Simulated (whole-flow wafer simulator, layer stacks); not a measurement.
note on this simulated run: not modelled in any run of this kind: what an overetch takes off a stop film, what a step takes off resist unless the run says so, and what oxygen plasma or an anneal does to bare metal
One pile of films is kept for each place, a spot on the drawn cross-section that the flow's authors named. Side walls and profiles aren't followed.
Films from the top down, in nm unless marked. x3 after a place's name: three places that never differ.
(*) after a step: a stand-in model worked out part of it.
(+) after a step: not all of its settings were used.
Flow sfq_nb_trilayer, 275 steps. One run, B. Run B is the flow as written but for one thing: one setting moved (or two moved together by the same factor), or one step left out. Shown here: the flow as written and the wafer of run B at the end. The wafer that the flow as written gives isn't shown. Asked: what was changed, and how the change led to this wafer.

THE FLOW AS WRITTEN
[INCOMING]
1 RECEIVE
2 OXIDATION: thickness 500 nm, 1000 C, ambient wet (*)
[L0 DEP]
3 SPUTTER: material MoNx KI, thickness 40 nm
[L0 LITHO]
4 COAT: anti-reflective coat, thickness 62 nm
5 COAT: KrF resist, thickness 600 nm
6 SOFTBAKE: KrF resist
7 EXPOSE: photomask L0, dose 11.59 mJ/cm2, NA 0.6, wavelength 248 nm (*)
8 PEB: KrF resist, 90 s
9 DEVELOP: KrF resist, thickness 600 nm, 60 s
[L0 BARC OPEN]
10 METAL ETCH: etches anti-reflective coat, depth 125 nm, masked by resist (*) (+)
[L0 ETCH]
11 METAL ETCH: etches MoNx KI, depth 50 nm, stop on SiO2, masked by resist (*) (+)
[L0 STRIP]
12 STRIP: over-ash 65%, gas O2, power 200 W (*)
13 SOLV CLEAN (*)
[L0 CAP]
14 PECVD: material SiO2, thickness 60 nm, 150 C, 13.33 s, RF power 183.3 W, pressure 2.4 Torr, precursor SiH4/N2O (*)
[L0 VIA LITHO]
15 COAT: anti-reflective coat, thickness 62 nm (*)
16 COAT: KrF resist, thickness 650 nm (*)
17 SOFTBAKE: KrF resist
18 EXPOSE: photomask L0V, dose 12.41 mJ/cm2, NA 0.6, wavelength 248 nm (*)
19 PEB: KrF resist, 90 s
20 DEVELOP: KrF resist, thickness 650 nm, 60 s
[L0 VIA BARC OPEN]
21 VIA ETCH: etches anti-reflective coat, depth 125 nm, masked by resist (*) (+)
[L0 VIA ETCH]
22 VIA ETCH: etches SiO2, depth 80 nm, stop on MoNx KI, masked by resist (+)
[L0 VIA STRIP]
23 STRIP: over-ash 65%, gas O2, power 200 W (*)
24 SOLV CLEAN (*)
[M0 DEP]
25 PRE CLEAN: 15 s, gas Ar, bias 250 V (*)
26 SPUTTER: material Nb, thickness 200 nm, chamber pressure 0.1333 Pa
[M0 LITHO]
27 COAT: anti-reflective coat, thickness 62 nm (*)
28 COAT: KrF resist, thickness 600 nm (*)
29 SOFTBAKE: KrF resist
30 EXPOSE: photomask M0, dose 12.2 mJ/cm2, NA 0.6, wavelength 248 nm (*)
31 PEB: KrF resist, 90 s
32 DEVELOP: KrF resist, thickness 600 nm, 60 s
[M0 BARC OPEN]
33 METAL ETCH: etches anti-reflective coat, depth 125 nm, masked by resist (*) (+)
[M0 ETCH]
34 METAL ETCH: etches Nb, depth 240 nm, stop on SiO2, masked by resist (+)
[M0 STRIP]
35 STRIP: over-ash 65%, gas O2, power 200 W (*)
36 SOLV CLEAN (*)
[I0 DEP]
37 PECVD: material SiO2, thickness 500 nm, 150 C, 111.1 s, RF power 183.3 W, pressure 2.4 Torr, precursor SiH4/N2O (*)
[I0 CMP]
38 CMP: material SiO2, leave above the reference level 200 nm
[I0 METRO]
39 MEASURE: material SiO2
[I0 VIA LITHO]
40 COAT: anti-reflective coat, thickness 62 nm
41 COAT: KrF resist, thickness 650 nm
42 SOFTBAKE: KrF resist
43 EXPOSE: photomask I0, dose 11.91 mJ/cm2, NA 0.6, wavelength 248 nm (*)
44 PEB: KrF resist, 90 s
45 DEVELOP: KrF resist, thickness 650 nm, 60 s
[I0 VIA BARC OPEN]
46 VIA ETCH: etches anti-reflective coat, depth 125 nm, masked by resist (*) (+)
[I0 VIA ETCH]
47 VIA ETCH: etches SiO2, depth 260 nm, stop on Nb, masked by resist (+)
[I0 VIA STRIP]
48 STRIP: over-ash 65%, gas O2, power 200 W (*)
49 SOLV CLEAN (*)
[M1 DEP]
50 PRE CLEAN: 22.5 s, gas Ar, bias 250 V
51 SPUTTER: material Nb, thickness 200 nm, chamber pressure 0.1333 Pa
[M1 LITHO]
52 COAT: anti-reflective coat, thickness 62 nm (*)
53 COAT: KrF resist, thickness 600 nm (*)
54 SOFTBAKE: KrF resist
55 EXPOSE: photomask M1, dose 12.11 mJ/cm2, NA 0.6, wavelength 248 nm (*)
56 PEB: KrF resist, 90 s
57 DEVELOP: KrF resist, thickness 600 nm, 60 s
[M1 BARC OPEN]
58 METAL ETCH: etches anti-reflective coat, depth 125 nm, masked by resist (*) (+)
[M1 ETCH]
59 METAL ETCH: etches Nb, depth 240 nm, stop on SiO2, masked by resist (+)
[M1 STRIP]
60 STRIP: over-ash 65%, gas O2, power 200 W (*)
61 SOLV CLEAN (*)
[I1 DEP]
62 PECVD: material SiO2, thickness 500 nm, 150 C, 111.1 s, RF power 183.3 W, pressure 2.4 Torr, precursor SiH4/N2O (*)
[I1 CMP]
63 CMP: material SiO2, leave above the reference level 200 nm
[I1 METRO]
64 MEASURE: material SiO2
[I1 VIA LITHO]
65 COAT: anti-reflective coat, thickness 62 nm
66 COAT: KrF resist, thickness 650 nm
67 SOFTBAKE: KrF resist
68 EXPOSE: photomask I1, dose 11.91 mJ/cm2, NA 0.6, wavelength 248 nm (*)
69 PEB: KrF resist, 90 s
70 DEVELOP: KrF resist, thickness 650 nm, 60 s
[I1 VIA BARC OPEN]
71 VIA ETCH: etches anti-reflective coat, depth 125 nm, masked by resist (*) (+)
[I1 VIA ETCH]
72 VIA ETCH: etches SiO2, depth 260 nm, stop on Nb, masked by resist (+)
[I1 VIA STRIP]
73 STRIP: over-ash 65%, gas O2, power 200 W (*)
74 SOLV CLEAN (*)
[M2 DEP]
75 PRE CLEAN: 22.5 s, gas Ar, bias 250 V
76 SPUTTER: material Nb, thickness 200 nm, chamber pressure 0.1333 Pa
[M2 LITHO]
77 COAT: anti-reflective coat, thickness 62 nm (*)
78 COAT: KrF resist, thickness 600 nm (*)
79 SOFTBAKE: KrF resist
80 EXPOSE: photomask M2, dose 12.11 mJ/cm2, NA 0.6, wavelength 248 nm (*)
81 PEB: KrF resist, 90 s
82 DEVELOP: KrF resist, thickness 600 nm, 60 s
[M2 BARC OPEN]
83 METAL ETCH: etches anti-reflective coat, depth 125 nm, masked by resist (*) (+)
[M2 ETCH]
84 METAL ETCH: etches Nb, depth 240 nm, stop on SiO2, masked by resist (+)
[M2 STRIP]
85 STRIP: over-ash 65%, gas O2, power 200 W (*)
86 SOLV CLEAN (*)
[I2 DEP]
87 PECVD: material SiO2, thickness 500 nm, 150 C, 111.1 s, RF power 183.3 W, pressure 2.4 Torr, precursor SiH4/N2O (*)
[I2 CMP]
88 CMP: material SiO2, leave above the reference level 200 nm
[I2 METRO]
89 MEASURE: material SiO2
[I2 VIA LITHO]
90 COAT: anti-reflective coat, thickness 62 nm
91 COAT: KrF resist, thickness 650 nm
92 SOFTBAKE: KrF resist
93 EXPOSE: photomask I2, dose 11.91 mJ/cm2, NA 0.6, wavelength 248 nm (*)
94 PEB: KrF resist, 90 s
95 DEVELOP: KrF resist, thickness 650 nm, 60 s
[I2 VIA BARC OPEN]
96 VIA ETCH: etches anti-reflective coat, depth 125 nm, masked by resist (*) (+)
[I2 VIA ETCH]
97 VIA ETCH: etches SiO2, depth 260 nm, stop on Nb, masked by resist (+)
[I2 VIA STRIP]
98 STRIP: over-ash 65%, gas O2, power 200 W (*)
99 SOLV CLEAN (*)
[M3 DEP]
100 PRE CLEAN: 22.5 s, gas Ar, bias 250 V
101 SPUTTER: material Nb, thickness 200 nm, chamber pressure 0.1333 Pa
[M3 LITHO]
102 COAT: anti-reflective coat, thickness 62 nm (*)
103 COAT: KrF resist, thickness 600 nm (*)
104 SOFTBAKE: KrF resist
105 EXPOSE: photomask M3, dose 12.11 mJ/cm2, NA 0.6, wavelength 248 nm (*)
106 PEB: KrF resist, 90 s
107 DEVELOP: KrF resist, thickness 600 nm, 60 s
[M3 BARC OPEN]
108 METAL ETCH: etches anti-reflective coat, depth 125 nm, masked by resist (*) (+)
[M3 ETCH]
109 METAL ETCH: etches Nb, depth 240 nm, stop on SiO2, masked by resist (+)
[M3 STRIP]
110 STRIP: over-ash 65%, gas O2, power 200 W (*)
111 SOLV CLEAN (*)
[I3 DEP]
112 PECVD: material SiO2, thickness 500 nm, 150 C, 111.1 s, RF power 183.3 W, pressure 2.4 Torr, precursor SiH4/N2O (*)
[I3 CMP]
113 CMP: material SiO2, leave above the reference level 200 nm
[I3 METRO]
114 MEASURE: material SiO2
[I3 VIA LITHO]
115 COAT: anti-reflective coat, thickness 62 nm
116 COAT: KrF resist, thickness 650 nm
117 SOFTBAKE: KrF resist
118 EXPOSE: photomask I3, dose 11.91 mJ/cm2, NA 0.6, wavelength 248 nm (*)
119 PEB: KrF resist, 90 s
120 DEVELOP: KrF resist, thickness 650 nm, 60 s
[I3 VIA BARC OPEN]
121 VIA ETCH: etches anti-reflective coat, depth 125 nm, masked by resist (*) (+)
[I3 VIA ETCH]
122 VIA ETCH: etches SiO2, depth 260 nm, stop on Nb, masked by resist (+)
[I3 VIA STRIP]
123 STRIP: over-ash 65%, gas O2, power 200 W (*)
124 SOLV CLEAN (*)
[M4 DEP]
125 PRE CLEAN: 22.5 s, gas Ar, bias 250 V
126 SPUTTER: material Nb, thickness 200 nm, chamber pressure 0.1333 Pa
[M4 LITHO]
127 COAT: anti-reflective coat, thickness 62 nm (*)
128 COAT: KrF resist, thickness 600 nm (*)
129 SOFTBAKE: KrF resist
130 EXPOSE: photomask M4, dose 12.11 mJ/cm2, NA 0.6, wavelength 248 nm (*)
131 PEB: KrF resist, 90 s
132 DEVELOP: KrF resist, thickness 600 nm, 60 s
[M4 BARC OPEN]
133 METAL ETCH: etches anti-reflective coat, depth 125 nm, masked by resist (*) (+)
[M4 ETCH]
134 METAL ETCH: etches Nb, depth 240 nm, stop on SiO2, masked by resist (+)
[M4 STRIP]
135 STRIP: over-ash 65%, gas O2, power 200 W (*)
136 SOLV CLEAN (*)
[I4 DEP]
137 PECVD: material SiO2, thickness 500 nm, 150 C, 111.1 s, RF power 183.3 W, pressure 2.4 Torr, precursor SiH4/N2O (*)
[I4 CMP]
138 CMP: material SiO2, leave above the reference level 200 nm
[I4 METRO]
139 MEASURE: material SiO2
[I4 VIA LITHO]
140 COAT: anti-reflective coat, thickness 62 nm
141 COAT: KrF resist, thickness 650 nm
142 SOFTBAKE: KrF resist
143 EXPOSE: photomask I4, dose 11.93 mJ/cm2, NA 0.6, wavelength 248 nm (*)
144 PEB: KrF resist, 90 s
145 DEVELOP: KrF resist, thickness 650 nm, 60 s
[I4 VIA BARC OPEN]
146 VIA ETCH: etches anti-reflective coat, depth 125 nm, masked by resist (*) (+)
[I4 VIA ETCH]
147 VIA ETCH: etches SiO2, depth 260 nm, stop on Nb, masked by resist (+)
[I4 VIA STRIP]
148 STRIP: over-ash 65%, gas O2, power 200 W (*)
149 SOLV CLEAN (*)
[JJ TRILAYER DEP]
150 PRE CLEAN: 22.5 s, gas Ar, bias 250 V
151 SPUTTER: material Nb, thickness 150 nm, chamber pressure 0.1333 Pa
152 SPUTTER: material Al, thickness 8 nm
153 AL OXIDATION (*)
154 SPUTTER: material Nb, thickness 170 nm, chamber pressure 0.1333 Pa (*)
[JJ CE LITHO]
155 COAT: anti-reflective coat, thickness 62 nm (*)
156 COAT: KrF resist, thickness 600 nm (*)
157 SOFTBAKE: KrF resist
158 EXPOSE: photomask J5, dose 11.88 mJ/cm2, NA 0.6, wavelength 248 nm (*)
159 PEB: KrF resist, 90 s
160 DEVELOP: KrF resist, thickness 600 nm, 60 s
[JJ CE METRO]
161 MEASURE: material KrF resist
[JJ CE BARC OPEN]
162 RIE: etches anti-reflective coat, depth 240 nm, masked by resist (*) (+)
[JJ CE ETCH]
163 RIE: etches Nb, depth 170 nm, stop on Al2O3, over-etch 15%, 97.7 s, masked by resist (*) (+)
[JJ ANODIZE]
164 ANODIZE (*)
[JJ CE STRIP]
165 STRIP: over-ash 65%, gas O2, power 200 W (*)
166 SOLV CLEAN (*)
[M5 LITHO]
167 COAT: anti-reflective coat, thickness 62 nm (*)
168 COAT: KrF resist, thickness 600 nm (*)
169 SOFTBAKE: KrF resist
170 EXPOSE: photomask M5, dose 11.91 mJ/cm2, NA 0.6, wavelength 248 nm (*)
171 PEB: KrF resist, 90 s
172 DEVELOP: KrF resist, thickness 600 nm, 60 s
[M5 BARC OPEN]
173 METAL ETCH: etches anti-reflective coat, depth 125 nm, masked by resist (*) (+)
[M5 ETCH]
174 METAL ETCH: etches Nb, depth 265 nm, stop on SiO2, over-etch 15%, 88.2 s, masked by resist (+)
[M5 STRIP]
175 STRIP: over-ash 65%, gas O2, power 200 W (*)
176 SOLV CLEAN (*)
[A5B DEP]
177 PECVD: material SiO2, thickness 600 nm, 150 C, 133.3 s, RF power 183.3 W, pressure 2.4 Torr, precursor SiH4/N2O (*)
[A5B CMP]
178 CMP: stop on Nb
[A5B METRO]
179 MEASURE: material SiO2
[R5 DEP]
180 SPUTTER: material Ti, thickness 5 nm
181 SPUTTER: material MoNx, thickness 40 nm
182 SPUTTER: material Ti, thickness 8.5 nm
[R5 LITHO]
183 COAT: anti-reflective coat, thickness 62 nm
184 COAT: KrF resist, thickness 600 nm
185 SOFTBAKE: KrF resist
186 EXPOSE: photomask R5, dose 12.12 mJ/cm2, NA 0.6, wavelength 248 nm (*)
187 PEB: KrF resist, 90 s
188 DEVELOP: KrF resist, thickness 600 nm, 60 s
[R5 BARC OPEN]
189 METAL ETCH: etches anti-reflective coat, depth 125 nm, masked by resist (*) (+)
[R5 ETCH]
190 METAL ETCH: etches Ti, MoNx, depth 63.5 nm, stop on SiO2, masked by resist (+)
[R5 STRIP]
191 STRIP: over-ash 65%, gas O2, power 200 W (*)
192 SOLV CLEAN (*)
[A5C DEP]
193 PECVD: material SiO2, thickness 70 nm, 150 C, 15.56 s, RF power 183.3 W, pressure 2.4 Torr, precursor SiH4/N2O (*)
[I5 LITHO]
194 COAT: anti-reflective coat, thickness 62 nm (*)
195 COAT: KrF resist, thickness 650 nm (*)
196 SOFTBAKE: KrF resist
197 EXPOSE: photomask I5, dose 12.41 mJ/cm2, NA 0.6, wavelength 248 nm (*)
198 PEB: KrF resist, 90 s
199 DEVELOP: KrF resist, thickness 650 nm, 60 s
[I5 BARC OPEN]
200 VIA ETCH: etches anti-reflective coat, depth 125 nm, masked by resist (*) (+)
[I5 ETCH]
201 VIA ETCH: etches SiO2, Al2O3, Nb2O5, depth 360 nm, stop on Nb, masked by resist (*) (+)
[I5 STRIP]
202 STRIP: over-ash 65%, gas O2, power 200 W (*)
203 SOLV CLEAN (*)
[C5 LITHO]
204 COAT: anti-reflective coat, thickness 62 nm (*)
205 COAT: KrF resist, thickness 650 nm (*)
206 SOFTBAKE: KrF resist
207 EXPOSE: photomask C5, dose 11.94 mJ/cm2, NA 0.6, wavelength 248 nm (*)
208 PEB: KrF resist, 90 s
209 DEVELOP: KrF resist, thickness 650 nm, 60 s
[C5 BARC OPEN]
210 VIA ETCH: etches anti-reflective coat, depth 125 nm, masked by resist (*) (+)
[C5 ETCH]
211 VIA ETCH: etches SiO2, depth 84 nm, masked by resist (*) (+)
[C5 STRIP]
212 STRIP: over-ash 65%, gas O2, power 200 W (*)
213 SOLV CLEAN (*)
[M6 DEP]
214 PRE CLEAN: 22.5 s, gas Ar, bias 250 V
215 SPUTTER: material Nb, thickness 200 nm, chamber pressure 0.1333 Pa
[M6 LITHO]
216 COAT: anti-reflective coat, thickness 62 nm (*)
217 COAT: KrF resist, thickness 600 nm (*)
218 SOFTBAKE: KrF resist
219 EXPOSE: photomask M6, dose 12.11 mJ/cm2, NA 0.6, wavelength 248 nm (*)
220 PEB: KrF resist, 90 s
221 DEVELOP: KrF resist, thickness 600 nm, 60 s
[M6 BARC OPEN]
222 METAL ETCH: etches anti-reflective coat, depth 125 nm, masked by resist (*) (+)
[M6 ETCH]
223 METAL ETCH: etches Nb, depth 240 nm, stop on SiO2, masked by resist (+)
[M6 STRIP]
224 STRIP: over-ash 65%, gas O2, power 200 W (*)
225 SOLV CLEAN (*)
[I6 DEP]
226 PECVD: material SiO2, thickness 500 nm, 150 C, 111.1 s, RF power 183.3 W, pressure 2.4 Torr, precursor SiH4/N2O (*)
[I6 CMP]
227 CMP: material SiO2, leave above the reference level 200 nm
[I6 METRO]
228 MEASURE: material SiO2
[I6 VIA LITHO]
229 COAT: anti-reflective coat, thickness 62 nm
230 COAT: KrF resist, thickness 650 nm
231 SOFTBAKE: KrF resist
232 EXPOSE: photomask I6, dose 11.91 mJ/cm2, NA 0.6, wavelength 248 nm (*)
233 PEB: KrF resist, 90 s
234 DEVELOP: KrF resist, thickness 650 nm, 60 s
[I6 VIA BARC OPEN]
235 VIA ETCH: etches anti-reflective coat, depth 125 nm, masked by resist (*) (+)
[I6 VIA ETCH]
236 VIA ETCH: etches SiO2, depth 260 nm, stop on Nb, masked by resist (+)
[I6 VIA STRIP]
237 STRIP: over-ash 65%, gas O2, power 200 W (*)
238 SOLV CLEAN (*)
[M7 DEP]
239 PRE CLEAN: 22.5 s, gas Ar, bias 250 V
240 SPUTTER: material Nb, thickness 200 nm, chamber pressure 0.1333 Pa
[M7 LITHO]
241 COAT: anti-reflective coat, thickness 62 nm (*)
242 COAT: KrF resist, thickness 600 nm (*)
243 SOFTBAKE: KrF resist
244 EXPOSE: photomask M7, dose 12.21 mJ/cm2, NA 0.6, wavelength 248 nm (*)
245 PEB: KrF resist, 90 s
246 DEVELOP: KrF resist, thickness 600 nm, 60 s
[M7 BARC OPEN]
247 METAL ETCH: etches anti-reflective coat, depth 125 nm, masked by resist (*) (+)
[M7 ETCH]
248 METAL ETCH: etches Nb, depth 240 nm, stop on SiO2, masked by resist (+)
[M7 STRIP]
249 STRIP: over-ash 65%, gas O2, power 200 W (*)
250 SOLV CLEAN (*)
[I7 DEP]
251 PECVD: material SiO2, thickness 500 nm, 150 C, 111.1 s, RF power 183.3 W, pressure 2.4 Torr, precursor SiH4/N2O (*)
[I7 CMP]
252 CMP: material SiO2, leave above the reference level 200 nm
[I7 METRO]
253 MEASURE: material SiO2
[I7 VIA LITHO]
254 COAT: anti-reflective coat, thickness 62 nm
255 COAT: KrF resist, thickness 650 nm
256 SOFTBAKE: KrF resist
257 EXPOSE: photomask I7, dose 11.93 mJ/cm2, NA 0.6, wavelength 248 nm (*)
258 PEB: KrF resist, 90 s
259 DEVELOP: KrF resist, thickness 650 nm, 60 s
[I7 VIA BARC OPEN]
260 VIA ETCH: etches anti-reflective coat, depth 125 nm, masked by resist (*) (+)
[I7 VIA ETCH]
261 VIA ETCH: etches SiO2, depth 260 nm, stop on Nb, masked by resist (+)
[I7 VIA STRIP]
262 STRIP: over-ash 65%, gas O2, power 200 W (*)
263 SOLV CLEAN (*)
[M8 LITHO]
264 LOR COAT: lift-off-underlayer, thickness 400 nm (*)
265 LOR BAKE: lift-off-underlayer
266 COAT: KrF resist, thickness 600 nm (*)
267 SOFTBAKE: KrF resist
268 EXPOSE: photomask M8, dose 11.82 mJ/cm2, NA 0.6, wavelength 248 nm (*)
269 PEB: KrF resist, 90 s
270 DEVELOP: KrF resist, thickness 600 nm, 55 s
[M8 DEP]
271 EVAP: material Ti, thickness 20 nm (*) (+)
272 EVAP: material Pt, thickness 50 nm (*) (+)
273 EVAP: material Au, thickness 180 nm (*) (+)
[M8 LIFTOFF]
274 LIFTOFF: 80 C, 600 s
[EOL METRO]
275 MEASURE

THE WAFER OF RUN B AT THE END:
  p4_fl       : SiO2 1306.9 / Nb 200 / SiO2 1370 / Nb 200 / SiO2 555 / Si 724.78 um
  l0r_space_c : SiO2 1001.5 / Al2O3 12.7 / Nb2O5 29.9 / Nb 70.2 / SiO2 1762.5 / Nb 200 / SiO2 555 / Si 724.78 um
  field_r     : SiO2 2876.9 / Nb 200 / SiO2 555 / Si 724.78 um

The cause: step 151, SPUTTER: thickness 81 nm was run, where the flow has thickness 150 nm.

How the change led to this, step by step:
  151 SPUTTER: material Nb, thickness 150 nm, chamber pressure 0.1333 Pa
      field_l, v_sur, via_sp and 100 more: Nb +81 (new film) (as written it would be: Nb +150 (new film))
      via_wl, via_wr: Nb +57.9 (as written it would be: Nb +130.4)
      (and at 1 more place)
  154 SPUTTER: material Nb, thickness 170 nm, chamber pressure 0.1333 Pa (*)
      via_w: Nb +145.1 (new film) (as written it would be: Nb +141 (new film))
  155 COAT: anti-reflective coat, thickness 62 nm (*)
      via_wl, via_wr: anti-reflective coat +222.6 (new film) (as written it would be: anti-reflective coat +209.4 (new film))
  162 RIE: etches anti-reflective coat, depth 240 nm, masked by resist (*) (+)
      ce_l, c5j, ce_r, wl_jj: KrF resist -222.6 (as written it would be: KrF resist -209.4)
      via_wl, via_wr: anti-reflective coat -222.6 (all of it) (as written it would be: anti-reflective coat -209.4 (all of it))
  163 RIE: etches Nb, depth 170 nm, stop on Al2O3, over-etch 15%, 97.7 s, masked by resist (*) (+)
      via_w: Nb -145.1 (all of it), Al2O3 -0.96 (all of it) (as written it would be: Nb -141 (all of it), Al2O3 -0.96 (all of it))
  164 ANODIZE (*)
      via_wl, via_wr: Al2O3 +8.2 (new film), Nb2O5 +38 (new film), Al -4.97 (all of it), Nb -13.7 (as written it would be: Al2O3 +7.52 (new film), Nb2O5 +39.2 (new film), Al -4.56 (all of it), Nb -14.1)
  165 STRIP: over-ash 65%, gas O2, power 200 W (*)
      ce_l: KrF resist -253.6 (all of it), anti-reflective coat -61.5 (all of it) (as written it would be: KrF resist -266.8 (all of it), anti-reflective coat -61.4 (all of it))
      c5j: KrF resist -253.7 (all of it), anti-reflective coat -61.5 (all of it) (as written it would be: KrF resist -266.9 (all of it), anti-reflective coat -61.5 (all of it))
      (and at 2 more places)
  167 COAT: anti-reflective coat, thickness 62 nm (*)
      via_w: anti-reflective coat +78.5 (new film) (as written it would be: anti-reflective coat +84.1 (new film))
      ce_l: anti-reflective coat +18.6 (new film) (as written it would be: anti-reflective coat +19.6 (new film))
      (and at 1 more place)
  174 METAL ETCH: etches Nb, depth 265 nm, stop on SiO2, over-etch 15%, 88.2 s, masked by resist (+)
      field_l, r_sur, res and 50 more: Al2O3 -12.6 (all of it), Nb2O5 -29.9 (all of it), Nb -70.2 (all of it), SiO2 -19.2 (as written it would be: Al2O3 -12.6 (all of it), Nb2O5 -29.9 (all of it), Nb -139.2 (all of it), SiO2 -12.3)
  175 STRIP: over-ash 65%, gas O2, power 200 W (*)
      via_w: KrF resist -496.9 (all of it), anti-reflective coat -78.5 (all of it) (as written it would be: KrF resist -503.5 (all of it), anti-reflective coat -84.1 (all of it))
      ce_l: KrF resist -300.6 (all of it), anti-reflective coat -18.6 (all of it) (as written it would be: KrF resist -299.6 (all of it), anti-reflective coat -19.6 (all of it))
      (and at 1 more place)
  177 PECVD: material SiO2, thickness 600 nm, 150 C, 133.3 s, RF power 183.3 W, pressure 2.4 Torr, precursor SiH4/N2O (*)
      via_wl, via_wr: SiO2 +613 (new film) (as written it would be: SiO2 +600 (new film))
  178 CMP: stop on Nb
      field_l, p4_fl, p4_fm and 39 more: SiO2 -321.4 (as written it would be: SiO2 -259.3)
      r_sur, res, r_end, moat, field_r, lsp_l: SiO2 -321.4 (as written it would be: SiO2 -252.3)
      (and at 8 more places)
